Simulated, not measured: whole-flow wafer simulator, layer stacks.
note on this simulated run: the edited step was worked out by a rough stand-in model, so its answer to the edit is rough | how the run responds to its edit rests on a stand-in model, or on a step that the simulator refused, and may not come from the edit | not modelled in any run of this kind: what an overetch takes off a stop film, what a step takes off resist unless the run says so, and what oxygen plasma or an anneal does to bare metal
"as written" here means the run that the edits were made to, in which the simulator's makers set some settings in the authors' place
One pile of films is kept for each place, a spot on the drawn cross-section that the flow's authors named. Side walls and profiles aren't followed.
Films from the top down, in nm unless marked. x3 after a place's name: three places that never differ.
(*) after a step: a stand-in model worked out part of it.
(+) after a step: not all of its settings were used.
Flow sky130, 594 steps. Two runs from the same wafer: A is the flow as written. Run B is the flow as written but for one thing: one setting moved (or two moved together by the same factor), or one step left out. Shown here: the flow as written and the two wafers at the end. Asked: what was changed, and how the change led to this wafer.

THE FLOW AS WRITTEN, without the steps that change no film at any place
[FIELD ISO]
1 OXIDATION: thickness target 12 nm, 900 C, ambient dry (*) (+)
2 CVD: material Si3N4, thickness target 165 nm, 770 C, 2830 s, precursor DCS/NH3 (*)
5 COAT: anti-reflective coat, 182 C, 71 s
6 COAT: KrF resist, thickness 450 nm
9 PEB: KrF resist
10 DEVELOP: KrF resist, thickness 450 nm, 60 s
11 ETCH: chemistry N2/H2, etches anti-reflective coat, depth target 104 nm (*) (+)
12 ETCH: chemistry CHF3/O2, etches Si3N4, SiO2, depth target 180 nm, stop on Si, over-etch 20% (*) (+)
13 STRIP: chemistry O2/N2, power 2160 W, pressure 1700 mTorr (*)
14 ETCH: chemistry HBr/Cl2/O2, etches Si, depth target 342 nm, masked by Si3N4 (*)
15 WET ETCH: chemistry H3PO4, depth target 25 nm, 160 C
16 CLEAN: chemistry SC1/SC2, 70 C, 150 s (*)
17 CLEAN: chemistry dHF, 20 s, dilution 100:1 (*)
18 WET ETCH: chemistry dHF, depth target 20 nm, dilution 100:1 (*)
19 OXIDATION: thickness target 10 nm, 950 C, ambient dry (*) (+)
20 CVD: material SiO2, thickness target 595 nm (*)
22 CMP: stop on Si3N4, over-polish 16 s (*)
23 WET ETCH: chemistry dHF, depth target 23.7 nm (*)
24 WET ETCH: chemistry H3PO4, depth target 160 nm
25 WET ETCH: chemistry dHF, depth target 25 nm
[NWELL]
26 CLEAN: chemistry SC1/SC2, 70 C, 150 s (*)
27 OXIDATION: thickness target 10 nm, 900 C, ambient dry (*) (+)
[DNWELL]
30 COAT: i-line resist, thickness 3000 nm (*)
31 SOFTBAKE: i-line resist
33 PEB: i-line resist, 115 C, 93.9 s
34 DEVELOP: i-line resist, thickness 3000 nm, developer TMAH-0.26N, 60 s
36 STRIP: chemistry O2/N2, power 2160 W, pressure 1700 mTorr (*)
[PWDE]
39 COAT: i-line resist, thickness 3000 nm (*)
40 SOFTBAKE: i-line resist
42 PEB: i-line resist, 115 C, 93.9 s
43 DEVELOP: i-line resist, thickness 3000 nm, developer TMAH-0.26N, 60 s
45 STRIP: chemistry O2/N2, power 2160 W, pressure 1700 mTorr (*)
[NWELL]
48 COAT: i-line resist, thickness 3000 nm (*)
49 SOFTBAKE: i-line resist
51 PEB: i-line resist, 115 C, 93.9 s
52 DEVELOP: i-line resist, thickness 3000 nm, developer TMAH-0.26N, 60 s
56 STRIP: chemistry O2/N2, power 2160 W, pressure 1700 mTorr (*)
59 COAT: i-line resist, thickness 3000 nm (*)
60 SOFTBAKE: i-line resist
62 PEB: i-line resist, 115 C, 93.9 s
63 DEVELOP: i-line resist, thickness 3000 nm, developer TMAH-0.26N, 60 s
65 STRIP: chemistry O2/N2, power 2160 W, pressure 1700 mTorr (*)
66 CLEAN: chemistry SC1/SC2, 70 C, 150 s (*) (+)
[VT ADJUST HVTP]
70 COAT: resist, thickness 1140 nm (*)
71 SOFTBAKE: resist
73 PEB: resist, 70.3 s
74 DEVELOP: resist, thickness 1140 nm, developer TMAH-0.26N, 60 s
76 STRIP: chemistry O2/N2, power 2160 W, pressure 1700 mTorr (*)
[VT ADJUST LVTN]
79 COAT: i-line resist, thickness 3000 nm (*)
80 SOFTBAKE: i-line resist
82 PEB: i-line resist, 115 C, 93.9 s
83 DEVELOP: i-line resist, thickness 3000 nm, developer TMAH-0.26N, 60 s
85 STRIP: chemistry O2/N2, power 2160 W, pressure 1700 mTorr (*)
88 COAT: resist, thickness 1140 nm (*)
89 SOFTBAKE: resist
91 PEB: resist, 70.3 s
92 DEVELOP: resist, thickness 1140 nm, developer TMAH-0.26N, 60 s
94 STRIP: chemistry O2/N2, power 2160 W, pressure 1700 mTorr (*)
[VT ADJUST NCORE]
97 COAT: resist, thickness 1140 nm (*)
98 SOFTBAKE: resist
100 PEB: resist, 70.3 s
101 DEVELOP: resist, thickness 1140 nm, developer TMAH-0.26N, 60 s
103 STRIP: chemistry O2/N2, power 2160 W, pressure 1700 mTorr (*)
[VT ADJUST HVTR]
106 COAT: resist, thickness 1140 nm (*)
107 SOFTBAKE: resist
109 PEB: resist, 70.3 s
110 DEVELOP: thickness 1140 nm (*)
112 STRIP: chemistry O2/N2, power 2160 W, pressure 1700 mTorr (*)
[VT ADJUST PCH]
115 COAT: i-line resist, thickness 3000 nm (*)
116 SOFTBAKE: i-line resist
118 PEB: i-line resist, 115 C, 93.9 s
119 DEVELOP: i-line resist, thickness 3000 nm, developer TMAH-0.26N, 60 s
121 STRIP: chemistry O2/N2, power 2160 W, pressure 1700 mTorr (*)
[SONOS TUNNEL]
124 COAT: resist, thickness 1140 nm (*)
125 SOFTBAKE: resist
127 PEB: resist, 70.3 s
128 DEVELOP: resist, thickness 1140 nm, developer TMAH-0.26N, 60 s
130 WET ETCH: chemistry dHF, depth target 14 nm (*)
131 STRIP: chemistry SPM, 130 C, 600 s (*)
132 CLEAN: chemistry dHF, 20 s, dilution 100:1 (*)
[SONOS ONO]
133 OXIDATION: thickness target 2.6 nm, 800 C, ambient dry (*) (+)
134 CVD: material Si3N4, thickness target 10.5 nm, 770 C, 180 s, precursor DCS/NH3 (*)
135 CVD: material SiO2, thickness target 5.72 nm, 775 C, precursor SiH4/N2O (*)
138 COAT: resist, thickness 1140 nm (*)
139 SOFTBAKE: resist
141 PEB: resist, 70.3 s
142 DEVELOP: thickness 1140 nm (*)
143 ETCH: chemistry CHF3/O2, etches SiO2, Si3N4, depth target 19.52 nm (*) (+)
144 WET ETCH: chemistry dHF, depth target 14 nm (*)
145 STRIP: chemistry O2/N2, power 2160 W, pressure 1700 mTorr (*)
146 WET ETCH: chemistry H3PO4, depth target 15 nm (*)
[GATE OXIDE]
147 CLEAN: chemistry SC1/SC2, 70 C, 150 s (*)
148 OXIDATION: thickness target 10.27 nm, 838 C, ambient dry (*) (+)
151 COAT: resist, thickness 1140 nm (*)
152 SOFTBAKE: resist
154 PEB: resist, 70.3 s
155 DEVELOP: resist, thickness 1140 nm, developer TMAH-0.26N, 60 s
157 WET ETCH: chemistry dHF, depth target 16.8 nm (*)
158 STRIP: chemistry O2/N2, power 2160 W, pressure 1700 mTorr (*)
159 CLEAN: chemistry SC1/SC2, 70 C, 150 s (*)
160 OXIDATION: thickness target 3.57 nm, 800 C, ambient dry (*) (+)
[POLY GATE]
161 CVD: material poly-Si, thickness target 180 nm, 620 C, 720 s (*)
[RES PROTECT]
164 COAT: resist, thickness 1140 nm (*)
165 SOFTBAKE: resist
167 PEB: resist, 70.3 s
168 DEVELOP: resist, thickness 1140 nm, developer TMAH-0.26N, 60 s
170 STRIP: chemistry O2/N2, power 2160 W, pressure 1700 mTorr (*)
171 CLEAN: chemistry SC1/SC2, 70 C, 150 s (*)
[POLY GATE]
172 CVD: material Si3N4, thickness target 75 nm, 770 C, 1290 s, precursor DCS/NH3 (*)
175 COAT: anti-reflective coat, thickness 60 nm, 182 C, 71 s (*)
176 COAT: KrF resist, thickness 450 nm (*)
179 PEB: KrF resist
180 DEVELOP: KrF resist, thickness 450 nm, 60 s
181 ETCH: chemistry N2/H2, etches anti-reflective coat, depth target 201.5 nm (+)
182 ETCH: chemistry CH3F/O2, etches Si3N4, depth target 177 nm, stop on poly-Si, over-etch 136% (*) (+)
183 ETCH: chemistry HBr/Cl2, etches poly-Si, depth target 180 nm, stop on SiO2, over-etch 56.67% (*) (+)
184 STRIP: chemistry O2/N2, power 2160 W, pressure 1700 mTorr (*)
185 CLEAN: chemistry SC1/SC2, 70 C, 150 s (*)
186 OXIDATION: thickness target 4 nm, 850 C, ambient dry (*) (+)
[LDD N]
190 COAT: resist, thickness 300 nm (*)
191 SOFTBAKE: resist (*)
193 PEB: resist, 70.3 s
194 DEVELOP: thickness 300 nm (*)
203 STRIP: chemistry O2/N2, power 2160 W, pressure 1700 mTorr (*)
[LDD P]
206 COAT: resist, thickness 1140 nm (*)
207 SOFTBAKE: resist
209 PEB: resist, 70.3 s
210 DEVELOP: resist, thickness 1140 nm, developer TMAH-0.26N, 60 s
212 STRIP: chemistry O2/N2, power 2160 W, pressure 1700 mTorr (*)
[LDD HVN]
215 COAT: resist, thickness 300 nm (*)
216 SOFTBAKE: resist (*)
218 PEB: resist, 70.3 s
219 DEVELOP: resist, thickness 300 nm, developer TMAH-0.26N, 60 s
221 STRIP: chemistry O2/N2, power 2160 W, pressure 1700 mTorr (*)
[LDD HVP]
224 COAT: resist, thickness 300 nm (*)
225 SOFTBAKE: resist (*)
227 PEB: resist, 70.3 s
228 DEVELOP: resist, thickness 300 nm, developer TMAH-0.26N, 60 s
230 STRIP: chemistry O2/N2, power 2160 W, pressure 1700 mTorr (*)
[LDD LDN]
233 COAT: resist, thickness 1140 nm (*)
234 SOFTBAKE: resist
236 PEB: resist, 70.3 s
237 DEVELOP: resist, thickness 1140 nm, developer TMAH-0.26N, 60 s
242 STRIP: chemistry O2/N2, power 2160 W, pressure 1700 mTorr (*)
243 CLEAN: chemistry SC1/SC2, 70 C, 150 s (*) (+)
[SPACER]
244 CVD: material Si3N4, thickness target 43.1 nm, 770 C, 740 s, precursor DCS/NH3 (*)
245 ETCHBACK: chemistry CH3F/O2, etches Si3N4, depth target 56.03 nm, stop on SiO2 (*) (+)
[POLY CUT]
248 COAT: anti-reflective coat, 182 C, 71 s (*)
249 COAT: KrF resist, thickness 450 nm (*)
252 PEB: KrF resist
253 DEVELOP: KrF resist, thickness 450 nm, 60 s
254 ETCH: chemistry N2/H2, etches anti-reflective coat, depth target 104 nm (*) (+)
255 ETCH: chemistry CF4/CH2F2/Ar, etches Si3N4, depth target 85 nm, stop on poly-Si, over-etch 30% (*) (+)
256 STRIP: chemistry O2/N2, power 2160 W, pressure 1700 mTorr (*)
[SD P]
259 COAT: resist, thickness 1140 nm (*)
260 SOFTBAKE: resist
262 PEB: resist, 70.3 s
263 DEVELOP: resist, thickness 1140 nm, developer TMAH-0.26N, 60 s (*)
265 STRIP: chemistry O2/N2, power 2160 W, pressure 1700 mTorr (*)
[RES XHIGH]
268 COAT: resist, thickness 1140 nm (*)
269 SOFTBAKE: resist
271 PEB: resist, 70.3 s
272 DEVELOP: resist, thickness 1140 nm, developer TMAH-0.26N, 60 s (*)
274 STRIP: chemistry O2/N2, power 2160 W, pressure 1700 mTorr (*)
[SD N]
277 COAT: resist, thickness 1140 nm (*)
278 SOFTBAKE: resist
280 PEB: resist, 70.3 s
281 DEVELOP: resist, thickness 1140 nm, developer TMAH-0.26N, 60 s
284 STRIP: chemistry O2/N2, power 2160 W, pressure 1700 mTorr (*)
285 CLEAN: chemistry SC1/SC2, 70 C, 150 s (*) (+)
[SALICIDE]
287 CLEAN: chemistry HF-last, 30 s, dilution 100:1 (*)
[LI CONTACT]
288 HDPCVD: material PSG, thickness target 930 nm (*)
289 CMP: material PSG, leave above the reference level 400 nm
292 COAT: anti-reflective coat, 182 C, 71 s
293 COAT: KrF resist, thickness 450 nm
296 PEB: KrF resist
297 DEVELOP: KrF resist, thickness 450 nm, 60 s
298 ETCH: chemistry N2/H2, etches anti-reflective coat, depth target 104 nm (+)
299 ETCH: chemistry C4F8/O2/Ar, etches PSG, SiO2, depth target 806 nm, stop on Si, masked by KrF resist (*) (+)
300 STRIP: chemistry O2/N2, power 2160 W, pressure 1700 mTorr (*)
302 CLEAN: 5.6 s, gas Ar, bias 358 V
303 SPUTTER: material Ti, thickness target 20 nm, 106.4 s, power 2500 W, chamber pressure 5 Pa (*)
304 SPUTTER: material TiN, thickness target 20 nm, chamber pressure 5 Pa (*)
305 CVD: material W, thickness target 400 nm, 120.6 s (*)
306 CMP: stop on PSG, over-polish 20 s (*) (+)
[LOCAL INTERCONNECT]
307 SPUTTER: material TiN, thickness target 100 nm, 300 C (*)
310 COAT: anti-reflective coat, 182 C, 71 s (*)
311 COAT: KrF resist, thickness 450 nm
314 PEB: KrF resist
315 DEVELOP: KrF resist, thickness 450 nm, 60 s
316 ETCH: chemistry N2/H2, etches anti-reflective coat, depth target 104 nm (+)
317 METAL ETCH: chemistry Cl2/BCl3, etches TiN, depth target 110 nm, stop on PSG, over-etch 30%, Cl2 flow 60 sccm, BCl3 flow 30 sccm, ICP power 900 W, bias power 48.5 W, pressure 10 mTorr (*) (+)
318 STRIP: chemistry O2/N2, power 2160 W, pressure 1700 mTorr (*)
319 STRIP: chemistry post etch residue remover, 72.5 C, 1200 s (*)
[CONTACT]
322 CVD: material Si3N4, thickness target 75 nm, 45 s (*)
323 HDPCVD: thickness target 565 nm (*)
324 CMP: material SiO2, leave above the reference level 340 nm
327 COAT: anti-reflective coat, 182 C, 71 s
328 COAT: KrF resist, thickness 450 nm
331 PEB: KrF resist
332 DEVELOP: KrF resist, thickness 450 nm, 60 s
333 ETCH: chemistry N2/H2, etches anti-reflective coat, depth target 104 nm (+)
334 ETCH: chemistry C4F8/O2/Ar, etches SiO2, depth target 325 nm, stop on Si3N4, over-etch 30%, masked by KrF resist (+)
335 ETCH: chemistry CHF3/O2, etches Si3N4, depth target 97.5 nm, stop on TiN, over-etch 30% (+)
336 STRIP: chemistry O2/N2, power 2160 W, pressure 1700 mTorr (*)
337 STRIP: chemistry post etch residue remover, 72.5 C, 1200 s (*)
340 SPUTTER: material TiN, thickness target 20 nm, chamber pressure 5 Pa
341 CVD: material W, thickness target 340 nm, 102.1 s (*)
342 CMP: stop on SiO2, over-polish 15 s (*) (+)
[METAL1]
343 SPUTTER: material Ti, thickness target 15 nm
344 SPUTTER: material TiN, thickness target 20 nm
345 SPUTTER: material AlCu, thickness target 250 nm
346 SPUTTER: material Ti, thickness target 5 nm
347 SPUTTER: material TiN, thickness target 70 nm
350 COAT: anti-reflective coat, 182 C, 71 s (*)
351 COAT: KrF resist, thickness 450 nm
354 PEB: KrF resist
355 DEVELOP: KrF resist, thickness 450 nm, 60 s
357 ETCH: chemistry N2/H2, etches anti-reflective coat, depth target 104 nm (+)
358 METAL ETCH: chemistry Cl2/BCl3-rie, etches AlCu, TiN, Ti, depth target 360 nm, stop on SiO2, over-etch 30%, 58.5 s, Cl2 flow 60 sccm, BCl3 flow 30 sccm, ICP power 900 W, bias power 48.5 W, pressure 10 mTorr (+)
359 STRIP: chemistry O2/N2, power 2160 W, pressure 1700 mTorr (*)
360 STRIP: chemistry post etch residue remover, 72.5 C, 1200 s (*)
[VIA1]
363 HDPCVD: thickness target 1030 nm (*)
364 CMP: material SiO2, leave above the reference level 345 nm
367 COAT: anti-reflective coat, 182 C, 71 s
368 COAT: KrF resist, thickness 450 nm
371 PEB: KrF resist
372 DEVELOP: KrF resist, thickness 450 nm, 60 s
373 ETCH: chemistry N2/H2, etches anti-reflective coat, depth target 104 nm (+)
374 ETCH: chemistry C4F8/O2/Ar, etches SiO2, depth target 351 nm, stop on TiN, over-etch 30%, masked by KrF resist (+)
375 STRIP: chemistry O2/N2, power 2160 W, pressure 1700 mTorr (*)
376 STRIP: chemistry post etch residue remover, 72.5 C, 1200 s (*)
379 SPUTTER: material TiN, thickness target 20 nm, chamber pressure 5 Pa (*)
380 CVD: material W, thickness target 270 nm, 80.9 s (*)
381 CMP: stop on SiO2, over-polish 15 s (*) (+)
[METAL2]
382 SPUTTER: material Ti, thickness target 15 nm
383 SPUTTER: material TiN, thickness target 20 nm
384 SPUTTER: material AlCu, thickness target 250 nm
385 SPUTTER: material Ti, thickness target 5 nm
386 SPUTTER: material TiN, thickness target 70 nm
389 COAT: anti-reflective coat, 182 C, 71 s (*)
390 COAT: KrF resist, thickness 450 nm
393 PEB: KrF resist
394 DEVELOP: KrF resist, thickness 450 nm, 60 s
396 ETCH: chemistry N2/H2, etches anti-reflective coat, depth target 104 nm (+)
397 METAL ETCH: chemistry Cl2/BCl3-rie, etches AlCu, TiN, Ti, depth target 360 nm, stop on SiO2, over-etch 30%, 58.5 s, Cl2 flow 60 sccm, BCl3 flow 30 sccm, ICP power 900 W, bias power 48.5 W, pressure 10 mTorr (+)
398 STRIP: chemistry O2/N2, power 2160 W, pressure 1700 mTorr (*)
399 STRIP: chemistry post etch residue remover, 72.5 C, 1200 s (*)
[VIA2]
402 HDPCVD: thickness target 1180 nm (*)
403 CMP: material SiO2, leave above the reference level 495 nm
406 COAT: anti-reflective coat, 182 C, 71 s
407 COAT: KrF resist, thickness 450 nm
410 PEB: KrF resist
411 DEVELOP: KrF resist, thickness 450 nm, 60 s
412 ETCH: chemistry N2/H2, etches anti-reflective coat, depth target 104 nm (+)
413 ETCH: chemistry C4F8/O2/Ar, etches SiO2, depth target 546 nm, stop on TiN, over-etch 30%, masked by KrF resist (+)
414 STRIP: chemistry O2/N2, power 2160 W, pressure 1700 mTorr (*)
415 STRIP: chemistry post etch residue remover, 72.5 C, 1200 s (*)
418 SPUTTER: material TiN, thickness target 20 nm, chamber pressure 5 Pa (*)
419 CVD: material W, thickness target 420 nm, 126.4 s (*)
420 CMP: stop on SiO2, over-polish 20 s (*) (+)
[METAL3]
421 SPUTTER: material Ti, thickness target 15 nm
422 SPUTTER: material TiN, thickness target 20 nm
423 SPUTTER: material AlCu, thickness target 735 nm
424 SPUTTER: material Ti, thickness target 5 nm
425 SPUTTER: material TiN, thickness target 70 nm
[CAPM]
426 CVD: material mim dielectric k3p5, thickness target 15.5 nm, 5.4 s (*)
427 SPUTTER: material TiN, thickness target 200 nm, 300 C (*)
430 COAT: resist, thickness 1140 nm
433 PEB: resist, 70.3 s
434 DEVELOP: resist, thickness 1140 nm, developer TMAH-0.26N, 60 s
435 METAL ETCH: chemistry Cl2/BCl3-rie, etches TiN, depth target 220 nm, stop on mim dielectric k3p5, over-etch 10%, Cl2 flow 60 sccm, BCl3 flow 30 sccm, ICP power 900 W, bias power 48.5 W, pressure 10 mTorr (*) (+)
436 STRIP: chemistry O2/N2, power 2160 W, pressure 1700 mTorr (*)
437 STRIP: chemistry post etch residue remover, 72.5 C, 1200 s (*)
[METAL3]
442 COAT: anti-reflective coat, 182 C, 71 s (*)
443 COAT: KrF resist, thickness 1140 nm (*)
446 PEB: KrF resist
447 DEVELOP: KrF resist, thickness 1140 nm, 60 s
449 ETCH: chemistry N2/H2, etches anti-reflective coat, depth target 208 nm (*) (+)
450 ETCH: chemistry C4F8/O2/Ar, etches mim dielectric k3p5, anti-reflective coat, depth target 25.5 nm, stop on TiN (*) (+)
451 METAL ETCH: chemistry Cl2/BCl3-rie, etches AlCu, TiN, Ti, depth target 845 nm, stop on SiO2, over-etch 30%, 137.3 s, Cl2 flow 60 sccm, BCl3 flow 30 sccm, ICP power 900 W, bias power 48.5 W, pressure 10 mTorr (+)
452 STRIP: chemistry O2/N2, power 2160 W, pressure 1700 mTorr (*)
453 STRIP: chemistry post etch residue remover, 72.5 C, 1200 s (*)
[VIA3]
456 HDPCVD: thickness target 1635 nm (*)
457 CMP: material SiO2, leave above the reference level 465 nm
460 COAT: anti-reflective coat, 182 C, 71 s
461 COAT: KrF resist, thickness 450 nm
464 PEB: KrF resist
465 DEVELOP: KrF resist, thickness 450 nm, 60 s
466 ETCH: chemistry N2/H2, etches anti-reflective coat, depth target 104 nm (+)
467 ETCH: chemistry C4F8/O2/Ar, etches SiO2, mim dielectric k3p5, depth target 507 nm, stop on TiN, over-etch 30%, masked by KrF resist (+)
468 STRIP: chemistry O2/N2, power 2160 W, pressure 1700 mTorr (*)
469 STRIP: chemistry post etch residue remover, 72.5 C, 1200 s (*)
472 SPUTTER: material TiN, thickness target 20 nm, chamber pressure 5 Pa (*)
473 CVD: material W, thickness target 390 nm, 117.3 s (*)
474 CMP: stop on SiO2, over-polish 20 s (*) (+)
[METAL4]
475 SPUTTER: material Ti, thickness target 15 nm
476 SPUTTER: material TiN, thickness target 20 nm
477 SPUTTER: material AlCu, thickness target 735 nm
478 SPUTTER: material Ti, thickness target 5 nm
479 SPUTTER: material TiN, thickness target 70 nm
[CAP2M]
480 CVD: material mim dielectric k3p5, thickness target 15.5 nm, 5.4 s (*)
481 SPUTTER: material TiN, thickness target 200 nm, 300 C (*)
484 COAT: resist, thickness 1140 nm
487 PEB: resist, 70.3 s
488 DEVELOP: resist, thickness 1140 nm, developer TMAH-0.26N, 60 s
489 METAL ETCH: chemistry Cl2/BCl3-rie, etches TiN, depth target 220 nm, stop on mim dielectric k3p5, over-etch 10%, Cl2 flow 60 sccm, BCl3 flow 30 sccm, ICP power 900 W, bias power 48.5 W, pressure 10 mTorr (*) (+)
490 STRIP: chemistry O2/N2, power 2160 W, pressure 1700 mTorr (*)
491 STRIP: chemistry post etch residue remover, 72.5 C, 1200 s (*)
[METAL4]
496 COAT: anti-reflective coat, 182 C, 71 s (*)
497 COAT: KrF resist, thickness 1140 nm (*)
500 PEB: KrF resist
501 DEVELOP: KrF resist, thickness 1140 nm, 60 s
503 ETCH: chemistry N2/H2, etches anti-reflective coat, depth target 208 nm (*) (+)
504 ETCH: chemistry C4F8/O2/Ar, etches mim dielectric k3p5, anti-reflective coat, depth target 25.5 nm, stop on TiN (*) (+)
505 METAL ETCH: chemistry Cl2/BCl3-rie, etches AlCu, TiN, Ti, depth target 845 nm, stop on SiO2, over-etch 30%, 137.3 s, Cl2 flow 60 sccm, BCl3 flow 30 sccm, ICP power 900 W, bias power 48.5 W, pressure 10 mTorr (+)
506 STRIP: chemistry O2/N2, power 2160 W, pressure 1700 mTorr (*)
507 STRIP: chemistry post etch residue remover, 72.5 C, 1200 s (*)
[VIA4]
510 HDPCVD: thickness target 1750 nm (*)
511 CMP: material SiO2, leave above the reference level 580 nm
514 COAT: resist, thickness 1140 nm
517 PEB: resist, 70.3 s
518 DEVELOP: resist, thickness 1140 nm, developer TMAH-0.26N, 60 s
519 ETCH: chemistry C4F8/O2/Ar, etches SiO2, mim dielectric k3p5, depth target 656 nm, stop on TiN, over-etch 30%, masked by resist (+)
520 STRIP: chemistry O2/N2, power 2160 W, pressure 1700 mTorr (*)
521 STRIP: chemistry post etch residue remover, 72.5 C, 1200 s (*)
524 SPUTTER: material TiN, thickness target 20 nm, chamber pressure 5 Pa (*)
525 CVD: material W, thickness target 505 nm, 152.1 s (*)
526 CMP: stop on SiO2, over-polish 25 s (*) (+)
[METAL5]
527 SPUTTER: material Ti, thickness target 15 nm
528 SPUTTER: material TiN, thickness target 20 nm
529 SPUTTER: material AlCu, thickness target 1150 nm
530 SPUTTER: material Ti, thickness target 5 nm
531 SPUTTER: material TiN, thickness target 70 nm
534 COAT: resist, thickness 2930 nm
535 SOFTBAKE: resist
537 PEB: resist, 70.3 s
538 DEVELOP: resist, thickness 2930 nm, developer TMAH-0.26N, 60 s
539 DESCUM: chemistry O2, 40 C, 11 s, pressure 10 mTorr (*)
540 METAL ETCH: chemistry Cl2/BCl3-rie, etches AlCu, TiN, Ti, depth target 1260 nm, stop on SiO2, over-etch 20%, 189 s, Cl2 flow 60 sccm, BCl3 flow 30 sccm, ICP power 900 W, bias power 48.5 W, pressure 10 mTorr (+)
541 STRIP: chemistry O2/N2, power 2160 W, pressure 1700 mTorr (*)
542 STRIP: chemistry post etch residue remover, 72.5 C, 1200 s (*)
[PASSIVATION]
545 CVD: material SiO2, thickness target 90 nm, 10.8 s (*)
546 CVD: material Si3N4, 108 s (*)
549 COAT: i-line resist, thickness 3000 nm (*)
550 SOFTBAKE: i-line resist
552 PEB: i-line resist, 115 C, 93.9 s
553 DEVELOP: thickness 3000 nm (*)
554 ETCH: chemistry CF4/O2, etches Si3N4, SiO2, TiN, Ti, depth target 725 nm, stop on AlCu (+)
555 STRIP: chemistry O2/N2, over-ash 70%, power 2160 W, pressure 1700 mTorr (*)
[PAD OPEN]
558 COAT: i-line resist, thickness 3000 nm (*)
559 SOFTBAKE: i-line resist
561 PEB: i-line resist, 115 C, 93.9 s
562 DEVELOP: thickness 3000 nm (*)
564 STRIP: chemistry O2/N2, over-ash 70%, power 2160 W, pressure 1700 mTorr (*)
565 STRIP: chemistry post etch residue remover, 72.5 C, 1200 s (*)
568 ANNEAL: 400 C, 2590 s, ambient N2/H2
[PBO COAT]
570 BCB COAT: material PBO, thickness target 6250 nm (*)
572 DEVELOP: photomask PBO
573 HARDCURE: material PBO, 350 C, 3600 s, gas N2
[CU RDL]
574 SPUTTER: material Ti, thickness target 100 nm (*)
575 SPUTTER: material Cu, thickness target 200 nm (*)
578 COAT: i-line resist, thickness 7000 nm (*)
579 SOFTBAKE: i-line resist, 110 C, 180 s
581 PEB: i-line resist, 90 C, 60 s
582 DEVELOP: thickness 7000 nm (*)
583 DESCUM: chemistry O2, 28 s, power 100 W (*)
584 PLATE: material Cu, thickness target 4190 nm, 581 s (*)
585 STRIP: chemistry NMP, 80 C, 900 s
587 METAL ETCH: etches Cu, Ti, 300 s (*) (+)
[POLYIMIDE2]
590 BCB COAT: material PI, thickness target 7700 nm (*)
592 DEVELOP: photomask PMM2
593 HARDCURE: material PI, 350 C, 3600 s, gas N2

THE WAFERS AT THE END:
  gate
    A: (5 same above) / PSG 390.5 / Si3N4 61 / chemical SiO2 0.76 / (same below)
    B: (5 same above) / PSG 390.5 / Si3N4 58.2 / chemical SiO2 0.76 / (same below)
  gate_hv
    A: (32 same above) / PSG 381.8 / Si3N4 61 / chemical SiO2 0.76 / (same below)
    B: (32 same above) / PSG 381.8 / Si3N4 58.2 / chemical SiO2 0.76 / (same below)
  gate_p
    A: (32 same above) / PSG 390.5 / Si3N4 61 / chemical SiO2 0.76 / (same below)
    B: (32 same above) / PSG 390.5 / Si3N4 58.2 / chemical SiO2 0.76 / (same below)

The cause: step 245, ETCHBACK: depth target 58.83 nm was run, where the flow has depth target 56.03 nm.

How the change led to this, step by step:
  245 ETCHBACK: chemistry CH3F/O2, etches Si3N4, depth target 56.03 nm, stop on SiO2 (*) (+)
      n_well, gate, gate_hv and 74 more: A Si3N4 -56 | B Si3N4 -58.8
  248 COAT: anti-reflective coat, 182 C, 71 s (*)
      gate_hv: A anti-reflective coat +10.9 (new film) | B anti-reflective coat +11.8 (new film)
      mim: A anti-reflective coat +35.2 (new film) | B anti-reflective coat +36.2 (new film)
      (and at 11 more places)
  255 ETCH: chemistry CF4/CH2F2/Ar, etches Si3N4, depth target 85 nm, stop on poly-Si, over-etch 30% (*) (+)
      field, active, n_well and 180 more: A KrF resist -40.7 | B KrF resist -38.9
      rpo_wd, rxpo_wd: A Si3N4 -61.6 (all of it), chemical SiO2 -0.75 (all of it) | B Si3N4 -58.8 (all of it), chemical SiO2 -0.75 (all of it)
      (and at 5 more places)
  256 STRIP: chemistry O2/N2, power 2160 W, pressure 1700 mTorr (*)
      gate_hv: A KrF resist -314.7 (all of it), anti-reflective coat -10.9 (all of it) | B KrF resist -316.7 (all of it), anti-reflective coat -11.8 (all of it)
      mim: A KrF resist -401.8 (all of it), anti-reflective coat -35.2 (all of it) | B KrF resist -402.7 (all of it), anti-reflective coat -36.2 (all of it)
      (and at 11 more places)
  306 CMP: stop on PSG, over-polish 20 s (*) (+)
      poly_licon: A W -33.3 | B W -36.1
